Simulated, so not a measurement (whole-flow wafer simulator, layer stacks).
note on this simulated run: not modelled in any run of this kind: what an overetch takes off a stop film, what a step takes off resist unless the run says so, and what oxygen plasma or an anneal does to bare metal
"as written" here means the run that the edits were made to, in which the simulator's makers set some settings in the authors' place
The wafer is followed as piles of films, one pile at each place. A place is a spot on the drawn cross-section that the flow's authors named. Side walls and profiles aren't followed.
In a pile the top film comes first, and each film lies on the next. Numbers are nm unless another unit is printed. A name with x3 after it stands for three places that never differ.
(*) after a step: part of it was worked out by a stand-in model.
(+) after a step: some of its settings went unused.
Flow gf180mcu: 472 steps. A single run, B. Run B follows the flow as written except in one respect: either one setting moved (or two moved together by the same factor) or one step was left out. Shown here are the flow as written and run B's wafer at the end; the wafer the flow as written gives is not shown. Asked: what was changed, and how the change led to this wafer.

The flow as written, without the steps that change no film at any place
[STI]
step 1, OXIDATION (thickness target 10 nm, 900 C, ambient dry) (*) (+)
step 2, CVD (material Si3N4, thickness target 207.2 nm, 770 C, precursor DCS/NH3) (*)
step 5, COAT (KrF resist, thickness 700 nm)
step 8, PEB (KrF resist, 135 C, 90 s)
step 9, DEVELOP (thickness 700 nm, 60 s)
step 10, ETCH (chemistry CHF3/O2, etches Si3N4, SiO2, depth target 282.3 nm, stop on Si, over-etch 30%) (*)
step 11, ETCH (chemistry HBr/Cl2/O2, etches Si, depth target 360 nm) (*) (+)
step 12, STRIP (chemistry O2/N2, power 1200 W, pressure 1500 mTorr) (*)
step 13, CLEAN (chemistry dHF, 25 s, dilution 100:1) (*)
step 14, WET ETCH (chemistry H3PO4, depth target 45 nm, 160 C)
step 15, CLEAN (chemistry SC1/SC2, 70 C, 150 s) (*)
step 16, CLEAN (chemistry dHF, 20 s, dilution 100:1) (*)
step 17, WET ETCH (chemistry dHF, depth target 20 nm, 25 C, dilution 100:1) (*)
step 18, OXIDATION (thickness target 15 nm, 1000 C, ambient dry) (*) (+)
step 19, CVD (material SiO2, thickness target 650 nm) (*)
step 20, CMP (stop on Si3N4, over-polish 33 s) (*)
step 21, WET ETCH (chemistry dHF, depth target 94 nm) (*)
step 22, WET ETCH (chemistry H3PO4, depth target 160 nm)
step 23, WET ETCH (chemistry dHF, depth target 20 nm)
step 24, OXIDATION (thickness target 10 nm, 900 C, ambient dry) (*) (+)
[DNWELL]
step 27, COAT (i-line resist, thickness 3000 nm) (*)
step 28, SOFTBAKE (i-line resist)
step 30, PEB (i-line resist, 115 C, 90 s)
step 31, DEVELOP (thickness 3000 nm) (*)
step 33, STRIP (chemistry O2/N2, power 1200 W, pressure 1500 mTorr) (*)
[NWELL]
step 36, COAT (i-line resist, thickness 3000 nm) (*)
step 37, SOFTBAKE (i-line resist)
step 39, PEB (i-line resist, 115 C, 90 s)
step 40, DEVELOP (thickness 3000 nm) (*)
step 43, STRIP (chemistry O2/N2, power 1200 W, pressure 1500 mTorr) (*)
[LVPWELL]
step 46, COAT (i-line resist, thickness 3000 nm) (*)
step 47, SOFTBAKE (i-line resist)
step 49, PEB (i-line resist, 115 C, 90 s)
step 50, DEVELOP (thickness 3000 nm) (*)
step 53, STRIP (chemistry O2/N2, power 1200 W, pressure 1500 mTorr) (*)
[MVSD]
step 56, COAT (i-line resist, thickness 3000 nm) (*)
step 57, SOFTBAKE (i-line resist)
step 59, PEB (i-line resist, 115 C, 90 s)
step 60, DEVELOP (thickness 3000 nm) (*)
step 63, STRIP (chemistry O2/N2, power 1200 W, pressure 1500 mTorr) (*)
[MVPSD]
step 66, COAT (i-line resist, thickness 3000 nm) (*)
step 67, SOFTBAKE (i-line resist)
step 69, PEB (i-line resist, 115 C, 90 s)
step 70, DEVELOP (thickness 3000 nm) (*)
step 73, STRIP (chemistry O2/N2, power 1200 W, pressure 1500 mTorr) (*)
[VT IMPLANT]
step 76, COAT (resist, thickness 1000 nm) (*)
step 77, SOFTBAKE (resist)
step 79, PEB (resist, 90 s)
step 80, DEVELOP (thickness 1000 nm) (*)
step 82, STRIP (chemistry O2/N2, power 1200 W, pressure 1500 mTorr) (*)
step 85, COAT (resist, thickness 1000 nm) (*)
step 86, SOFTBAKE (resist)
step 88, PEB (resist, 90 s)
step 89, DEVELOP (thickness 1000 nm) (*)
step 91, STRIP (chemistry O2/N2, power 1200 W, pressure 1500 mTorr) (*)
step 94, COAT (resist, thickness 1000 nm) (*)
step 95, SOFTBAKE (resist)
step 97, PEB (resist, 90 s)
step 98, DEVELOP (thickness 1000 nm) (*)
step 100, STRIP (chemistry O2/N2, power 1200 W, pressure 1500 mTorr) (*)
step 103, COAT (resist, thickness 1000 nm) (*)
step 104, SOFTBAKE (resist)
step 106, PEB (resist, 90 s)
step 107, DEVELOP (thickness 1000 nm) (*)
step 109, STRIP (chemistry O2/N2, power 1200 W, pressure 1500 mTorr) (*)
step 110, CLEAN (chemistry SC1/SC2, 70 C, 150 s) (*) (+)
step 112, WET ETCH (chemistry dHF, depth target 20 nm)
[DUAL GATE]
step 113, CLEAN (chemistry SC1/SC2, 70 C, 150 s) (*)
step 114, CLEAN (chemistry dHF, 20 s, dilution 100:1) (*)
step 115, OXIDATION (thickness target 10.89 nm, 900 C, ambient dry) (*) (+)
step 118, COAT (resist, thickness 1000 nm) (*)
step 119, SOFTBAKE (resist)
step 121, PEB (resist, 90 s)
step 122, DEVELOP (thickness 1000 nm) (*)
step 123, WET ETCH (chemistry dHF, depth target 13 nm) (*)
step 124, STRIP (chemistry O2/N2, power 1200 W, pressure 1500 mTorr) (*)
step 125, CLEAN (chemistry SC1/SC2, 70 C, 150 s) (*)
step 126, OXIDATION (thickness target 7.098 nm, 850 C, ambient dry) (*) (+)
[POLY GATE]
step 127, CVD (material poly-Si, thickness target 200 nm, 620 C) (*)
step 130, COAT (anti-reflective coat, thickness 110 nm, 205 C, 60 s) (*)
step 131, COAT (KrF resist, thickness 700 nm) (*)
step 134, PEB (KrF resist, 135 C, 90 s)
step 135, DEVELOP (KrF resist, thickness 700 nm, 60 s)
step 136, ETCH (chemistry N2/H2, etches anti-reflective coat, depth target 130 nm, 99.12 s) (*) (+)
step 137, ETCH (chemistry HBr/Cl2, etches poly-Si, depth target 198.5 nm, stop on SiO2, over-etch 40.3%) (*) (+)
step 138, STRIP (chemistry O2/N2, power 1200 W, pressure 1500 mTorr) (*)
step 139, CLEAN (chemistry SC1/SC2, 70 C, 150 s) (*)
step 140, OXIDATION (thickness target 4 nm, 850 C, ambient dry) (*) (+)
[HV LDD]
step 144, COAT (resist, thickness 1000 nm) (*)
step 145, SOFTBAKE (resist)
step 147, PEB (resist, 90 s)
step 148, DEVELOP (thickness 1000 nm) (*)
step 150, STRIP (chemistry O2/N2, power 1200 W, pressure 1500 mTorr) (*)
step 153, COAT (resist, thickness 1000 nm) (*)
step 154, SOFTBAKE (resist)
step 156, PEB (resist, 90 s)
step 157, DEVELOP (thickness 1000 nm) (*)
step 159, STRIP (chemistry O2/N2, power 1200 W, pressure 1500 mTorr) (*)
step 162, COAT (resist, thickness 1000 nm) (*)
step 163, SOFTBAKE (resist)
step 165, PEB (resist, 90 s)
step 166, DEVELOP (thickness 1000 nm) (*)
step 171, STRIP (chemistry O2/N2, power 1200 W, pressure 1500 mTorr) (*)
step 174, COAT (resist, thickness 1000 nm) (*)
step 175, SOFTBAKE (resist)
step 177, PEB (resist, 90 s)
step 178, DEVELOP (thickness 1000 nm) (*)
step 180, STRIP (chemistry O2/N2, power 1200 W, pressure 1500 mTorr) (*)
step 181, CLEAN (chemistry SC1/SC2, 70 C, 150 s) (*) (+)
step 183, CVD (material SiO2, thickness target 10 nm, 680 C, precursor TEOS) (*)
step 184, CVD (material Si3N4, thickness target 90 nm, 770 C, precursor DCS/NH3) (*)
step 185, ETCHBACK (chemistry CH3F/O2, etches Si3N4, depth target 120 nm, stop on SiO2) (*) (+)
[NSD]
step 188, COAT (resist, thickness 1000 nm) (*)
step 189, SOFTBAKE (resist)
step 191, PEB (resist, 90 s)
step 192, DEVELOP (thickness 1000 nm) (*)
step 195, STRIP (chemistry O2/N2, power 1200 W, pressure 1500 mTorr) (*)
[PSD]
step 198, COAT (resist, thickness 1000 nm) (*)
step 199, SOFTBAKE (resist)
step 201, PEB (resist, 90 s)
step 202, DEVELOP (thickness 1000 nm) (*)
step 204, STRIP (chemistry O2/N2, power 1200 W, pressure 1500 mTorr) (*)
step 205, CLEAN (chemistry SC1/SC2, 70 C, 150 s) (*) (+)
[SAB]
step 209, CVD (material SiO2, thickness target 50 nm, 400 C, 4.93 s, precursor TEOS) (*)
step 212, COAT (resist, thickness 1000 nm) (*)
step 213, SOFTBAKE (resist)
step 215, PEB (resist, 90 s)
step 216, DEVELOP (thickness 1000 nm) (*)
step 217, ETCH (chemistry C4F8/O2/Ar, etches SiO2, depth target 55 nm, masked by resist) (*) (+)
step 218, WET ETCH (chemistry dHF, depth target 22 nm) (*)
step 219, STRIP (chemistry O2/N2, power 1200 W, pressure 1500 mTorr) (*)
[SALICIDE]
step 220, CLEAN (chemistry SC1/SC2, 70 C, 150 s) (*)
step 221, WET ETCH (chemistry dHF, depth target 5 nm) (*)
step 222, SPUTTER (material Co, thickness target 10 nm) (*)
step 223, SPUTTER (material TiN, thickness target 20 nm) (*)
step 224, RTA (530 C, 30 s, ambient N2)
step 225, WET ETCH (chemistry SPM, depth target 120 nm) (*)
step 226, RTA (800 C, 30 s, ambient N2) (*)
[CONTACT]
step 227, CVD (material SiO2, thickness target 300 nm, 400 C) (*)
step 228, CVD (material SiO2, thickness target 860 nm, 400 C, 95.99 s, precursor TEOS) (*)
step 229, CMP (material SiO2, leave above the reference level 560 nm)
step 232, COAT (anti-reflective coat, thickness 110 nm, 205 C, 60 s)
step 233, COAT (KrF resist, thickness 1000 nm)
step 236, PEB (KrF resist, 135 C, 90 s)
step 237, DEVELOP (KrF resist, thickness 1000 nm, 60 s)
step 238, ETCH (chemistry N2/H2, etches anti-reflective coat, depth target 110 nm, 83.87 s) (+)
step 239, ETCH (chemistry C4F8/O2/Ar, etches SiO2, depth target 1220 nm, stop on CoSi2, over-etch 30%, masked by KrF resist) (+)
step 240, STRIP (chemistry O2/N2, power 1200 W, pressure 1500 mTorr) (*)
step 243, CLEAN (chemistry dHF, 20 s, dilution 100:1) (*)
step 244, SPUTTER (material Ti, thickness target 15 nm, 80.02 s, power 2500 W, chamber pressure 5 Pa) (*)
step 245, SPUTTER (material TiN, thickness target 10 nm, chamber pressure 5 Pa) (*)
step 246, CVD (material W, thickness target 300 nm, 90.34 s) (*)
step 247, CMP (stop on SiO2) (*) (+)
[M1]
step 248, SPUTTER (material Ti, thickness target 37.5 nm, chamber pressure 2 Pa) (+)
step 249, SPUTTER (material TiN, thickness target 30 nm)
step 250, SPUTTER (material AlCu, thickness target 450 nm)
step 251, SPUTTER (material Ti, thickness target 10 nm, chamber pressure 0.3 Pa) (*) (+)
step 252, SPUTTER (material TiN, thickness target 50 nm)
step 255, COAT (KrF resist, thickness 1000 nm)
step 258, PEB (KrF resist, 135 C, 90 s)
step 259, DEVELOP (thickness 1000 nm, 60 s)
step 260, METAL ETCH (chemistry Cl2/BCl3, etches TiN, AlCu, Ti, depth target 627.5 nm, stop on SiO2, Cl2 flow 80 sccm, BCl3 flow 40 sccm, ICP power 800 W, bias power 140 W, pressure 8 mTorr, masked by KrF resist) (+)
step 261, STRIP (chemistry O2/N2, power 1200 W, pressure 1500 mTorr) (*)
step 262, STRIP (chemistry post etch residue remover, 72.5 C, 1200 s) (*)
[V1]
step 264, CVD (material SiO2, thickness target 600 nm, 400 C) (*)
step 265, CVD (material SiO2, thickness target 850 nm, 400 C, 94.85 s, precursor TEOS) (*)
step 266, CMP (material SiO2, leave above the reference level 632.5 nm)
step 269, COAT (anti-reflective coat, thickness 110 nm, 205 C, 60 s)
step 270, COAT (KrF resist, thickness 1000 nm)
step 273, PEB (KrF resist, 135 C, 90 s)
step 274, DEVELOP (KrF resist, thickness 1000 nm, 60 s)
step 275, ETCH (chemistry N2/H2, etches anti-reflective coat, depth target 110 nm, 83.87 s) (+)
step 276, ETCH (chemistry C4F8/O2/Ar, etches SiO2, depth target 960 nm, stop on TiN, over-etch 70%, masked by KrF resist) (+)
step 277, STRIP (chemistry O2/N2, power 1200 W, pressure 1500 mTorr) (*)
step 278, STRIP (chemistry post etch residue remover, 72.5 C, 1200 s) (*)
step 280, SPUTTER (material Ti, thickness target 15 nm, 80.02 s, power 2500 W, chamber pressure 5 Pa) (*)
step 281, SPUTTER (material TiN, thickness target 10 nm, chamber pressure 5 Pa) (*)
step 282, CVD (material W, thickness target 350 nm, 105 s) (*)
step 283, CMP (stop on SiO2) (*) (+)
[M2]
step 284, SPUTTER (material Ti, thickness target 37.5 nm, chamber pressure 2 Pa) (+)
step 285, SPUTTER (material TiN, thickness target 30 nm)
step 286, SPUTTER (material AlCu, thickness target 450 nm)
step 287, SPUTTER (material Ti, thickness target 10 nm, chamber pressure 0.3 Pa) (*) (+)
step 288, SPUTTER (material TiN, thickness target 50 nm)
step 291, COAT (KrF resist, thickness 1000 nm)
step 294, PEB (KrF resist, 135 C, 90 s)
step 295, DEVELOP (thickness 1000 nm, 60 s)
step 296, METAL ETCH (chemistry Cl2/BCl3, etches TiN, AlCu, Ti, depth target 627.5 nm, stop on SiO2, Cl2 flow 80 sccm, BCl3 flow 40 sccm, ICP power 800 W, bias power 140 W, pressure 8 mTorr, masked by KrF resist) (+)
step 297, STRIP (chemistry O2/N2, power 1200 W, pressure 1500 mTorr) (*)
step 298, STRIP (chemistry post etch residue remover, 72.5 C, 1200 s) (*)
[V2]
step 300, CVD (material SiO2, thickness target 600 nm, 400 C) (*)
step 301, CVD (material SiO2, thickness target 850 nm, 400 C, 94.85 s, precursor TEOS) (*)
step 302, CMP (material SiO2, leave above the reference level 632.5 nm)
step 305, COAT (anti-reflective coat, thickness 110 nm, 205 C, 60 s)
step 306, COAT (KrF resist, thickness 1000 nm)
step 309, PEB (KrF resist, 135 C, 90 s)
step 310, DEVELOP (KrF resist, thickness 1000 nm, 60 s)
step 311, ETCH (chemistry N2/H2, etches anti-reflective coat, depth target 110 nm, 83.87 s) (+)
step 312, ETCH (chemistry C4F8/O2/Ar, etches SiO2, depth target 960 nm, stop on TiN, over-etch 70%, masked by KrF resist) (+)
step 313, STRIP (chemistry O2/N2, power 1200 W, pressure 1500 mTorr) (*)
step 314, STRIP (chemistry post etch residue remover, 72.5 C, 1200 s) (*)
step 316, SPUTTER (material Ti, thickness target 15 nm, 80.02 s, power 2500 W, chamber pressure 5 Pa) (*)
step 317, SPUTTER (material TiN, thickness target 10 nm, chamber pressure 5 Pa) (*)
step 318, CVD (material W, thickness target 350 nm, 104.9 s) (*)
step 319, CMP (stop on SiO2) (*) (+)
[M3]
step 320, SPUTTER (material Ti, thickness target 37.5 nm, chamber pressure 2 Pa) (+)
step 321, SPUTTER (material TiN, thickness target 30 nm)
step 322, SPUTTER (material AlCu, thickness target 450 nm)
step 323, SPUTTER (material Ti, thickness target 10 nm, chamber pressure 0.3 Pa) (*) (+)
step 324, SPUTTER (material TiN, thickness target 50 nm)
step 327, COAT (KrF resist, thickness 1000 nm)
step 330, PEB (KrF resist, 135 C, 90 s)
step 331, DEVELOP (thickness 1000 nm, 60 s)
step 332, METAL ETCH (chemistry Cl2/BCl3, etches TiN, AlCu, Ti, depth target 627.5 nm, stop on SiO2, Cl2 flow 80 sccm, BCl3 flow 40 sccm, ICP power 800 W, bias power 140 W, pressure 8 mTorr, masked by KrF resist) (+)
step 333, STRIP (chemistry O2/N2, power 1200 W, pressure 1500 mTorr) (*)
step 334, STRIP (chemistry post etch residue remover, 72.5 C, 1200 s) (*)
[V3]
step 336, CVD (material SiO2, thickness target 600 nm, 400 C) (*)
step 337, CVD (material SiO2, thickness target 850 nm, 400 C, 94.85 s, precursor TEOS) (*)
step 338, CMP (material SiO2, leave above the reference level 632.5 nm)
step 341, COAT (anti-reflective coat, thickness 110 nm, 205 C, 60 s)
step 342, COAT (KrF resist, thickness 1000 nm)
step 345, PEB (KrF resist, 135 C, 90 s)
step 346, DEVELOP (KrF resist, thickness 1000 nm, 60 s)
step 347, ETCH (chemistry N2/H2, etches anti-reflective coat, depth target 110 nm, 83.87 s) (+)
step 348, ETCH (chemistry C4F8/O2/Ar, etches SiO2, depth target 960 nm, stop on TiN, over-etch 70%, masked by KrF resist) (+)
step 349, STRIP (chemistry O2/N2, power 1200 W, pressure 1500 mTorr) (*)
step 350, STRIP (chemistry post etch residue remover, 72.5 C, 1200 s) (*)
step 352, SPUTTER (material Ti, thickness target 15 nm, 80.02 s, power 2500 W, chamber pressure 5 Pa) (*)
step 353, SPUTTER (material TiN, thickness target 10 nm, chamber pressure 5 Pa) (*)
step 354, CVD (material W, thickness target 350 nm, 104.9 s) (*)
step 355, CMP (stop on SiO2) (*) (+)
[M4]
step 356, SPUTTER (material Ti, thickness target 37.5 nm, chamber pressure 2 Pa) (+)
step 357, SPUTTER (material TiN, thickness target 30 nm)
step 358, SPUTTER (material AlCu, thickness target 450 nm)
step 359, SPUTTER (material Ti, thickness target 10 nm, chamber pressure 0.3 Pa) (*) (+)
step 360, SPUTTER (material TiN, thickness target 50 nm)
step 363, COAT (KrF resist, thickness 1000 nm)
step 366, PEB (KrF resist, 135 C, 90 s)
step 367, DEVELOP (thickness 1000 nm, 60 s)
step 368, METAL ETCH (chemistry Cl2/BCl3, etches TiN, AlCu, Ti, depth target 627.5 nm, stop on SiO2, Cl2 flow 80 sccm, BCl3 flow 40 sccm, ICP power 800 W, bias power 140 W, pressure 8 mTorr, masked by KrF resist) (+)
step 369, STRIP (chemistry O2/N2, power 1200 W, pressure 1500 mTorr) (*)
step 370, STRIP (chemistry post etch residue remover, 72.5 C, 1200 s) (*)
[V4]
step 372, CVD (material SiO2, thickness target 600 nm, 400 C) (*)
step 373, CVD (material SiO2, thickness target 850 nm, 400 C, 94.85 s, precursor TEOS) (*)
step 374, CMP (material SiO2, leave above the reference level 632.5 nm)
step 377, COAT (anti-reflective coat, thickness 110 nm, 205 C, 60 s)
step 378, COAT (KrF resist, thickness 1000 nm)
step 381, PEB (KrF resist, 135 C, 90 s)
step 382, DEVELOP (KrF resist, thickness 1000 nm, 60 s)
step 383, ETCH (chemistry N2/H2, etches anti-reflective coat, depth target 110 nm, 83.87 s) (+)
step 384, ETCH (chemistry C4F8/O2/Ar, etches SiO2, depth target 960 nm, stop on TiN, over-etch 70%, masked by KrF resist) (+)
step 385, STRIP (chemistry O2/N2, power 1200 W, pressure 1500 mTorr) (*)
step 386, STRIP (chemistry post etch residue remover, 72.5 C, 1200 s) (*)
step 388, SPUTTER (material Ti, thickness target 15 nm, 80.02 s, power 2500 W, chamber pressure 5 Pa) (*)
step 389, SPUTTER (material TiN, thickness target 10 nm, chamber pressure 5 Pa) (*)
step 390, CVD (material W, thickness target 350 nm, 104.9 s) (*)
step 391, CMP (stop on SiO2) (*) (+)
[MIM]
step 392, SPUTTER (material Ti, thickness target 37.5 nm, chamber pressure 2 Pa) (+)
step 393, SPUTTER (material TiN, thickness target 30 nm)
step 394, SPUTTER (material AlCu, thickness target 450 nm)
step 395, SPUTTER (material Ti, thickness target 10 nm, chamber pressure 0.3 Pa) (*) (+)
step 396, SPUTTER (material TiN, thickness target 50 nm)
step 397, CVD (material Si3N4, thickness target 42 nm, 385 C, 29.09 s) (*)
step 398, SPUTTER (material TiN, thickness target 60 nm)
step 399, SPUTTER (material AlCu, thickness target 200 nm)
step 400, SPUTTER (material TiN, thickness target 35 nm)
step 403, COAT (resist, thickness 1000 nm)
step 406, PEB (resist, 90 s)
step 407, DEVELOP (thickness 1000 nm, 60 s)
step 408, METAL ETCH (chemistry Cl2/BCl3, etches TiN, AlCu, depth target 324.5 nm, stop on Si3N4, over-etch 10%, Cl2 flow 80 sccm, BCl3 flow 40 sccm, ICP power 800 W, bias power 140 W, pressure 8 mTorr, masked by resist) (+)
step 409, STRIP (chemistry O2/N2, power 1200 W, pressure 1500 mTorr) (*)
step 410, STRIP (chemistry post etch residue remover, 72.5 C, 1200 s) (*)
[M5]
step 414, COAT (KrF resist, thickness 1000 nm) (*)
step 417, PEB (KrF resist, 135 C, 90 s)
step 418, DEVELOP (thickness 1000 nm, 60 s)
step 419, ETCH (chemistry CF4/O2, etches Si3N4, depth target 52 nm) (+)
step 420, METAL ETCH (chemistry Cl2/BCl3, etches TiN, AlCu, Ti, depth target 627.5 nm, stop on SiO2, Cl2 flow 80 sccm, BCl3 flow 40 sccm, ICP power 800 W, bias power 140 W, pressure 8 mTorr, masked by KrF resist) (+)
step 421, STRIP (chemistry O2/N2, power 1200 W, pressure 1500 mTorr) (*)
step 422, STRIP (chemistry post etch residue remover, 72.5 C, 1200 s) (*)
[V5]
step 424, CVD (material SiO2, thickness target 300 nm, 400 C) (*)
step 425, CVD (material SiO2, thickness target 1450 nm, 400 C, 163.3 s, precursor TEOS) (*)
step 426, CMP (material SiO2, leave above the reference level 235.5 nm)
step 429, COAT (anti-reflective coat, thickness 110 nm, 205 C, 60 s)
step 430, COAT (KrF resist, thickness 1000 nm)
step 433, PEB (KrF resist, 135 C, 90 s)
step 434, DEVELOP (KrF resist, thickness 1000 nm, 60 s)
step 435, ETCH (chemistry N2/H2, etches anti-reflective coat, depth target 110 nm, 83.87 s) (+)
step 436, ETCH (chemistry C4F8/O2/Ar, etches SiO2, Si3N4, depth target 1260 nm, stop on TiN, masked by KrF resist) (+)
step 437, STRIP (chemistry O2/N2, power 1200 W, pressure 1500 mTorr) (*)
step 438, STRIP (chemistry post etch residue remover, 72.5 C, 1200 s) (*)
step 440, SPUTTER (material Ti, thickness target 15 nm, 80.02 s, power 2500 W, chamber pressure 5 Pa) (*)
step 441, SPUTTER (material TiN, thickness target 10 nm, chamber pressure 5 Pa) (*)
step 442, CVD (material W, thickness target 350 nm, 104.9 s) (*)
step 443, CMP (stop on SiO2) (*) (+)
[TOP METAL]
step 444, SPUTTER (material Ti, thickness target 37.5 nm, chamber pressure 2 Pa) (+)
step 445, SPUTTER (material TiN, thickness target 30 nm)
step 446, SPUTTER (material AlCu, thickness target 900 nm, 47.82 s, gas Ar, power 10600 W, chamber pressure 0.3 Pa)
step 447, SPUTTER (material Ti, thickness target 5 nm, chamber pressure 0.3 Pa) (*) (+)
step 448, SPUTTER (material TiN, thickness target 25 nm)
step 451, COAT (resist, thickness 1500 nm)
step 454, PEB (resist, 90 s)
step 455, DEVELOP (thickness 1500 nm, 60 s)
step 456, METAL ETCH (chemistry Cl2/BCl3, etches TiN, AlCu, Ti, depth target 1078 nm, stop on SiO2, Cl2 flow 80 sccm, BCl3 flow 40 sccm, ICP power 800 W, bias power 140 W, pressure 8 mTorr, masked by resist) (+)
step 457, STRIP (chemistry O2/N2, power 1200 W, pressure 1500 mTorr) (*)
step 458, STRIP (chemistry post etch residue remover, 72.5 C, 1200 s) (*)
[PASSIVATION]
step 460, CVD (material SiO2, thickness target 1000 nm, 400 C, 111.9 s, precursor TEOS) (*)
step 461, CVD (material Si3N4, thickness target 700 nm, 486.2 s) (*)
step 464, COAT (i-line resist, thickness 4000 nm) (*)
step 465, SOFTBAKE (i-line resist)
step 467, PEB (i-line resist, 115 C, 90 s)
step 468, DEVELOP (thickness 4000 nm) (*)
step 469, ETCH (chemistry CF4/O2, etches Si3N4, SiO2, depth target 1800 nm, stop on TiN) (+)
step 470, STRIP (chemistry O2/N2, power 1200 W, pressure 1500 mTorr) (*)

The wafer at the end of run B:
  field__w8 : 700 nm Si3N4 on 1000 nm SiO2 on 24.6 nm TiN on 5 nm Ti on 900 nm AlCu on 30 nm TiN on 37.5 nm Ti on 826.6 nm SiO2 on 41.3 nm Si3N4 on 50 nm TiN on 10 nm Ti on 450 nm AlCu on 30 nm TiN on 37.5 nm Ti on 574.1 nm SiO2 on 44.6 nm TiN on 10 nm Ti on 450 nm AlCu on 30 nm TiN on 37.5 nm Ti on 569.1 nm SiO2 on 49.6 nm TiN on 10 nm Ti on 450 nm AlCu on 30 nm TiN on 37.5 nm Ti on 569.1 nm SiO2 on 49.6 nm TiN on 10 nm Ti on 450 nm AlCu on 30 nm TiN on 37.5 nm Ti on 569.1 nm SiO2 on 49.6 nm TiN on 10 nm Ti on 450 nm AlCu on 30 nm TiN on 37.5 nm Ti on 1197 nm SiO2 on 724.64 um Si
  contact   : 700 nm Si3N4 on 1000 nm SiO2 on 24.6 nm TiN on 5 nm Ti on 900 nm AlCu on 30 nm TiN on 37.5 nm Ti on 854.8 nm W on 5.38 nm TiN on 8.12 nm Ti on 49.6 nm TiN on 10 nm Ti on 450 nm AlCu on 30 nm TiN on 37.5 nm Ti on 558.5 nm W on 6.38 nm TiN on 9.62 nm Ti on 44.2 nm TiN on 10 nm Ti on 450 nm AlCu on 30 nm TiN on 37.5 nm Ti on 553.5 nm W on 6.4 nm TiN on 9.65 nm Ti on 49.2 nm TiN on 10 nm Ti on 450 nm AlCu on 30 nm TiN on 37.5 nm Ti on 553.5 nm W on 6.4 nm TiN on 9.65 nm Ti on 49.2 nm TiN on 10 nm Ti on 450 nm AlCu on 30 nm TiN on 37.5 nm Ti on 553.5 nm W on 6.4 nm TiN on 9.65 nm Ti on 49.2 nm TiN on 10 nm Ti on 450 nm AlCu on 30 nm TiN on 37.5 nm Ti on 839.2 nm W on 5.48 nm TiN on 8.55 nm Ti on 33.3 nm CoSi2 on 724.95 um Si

Cause: step 360, SPUTTER: thickness target 45 nm was run, though the flow has thickness target 50 nm.

How this came from the change, step by step:
  step 360, SPUTTER (material TiN, thickness target 50 nm)
      field, field__w1, field__w2 and 108 more: +45 TiN (new film) (as written it would have been: +50 TiN (new film))
  step 368, METAL ETCH (chemistry Cl2/BCl3, etches TiN, AlCu, Ti, depth target 627.5 nm, stop on SiO2, Cl2 flow 80 sccm, BCl3 flow 40 sccm, ICP power 800 W, bias power 140 W, pressure 8 mTorr, masked by KrF resist) (+)
      field, field__w1, field__w2 and 103 more: -45 TiN (all of it), -10 Ti (all of it), -450 AlCu (all of it), -30 TiN (all of it), -37.5 Ti (all of it) (as written it would have been: -50 TiN (all of it), -10 Ti (all of it), -450 AlCu (all of it), -30 TiN (all of it), -37.5 Ti (all of it))
